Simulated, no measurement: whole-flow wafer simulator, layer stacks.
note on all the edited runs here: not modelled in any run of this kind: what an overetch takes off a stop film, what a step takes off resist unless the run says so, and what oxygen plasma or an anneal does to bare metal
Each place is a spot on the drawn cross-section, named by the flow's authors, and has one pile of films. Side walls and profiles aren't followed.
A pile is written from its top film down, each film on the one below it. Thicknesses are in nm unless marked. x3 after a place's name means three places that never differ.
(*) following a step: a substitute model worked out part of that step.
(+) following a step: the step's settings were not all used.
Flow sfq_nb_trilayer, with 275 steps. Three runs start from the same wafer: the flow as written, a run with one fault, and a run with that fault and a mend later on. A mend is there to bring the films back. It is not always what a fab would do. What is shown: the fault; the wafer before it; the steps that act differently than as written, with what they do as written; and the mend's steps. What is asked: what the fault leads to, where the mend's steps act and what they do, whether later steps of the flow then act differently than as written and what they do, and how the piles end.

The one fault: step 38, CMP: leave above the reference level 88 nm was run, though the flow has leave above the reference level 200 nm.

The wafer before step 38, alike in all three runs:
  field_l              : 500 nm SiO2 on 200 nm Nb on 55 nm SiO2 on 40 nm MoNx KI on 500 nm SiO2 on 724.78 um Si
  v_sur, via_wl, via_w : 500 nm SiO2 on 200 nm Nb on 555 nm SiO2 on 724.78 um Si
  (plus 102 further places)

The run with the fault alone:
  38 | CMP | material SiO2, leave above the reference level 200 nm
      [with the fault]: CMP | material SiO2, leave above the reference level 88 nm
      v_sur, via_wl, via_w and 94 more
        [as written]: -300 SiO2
        [with the fault]: -412 SiO2
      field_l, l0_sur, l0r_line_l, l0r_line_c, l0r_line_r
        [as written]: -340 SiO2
        [with the fault]: -452 SiO2
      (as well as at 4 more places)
  Later steps of the flow acting differently than as written (3 more steps, not shown, differ only slightly: by at most 2% or 0.5 nm, whichever is larger):
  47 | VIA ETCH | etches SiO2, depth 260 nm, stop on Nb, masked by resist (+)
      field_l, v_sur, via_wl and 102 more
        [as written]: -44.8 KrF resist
        [with the fault]: -22.7 KrF resist
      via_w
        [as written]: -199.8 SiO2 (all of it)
        [with the fault]: -87.8 SiO2 (all of it)
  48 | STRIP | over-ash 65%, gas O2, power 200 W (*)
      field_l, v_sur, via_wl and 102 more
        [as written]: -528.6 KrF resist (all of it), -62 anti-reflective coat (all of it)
        [with the fault]: -550.7 KrF resist (all of it), -62 anti-reflective coat (all of it)
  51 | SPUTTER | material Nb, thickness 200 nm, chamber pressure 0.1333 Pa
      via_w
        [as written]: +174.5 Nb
        [with the fault]: +196.5 Nb
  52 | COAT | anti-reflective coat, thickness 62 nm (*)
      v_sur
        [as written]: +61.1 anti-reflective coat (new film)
        [with the fault]: +58.1 anti-reflective coat (new film)
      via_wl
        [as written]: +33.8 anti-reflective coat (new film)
        [with the fault]: +39.5 anti-reflective coat (new film)
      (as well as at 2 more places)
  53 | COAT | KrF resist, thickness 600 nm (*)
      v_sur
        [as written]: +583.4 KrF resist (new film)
        [with the fault]: +595.7 KrF resist (new film)
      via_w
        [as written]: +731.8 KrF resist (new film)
        [with the fault]: +641.8 KrF resist (new film)
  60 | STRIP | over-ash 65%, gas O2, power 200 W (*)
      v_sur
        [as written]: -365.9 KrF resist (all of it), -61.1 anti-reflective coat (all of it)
        [with the fault]: -378.1 KrF resist (all of it), -58.1 anti-reflective coat (all of it)
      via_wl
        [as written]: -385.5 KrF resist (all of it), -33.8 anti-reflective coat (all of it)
        [with the fault]: -393.5 KrF resist (all of it), -39.5 anti-reflective coat (all of it)
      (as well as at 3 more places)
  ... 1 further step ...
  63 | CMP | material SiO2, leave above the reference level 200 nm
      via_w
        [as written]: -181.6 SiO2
        [with the fault]: -209.5 SiO2
  The piles end different from the flow's at field_l, v_sur, via_wl and 103 more by more than 2% or 0.5 nm, whichever is larger.
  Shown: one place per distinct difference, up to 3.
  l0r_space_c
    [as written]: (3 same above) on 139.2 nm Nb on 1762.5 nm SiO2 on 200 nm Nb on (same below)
    [with the fault]: (3 same above) on 139.2 nm Nb on 1650.5 nm SiO2 on 200 nm Nb on (same below)
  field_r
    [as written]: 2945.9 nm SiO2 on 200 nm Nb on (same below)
    [with the fault]: 2833.9 nm SiO2 on 200 nm Nb on (same below)
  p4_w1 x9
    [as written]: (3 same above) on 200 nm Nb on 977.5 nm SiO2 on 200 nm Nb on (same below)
    [with the fault]: (3 same above) on 200 nm Nb on 865.5 nm SiO2 on 200 nm Nb on (same below)

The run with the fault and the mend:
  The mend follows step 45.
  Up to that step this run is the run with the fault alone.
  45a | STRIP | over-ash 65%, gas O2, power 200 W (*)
      field_l, v_sur, via_wl and 102 more
        -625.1 KrF resist (all of it), -62 anti-reflective coat (all of it)
      via_w
        -62 anti-reflective coat (all of it)
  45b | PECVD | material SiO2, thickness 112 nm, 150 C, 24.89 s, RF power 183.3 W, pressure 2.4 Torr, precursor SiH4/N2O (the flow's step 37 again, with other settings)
      field_l, v_sur, via_wl and 103 more
        +112 SiO2
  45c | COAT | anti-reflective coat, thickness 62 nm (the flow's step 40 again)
      field_l, v_sur, via_wl and 103 more
        +62 anti-reflective coat (new film)
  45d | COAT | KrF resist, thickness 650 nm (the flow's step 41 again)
      field_l, v_sur, via_wl and 103 more
        +650 KrF resist (new film)
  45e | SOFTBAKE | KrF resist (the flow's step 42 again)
      leaves every film unchanged at each place that is followed
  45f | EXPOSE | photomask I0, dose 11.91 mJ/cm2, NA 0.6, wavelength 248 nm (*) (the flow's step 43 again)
      leaves every film unchanged at each place that is followed
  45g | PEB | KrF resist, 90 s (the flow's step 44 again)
      field_l, v_sur, via_wl and 103 more
        -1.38 KrF resist
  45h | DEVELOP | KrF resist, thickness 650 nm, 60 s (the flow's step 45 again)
      field_l, v_sur, via_wl and 102 more
        -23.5 KrF resist
      via_w
        -648.6 KrF resist (all of it)
  Every later step of the flow that is run acts as written at every place that is followed.
  At every place that both follow, the piles at the end match the flow's.
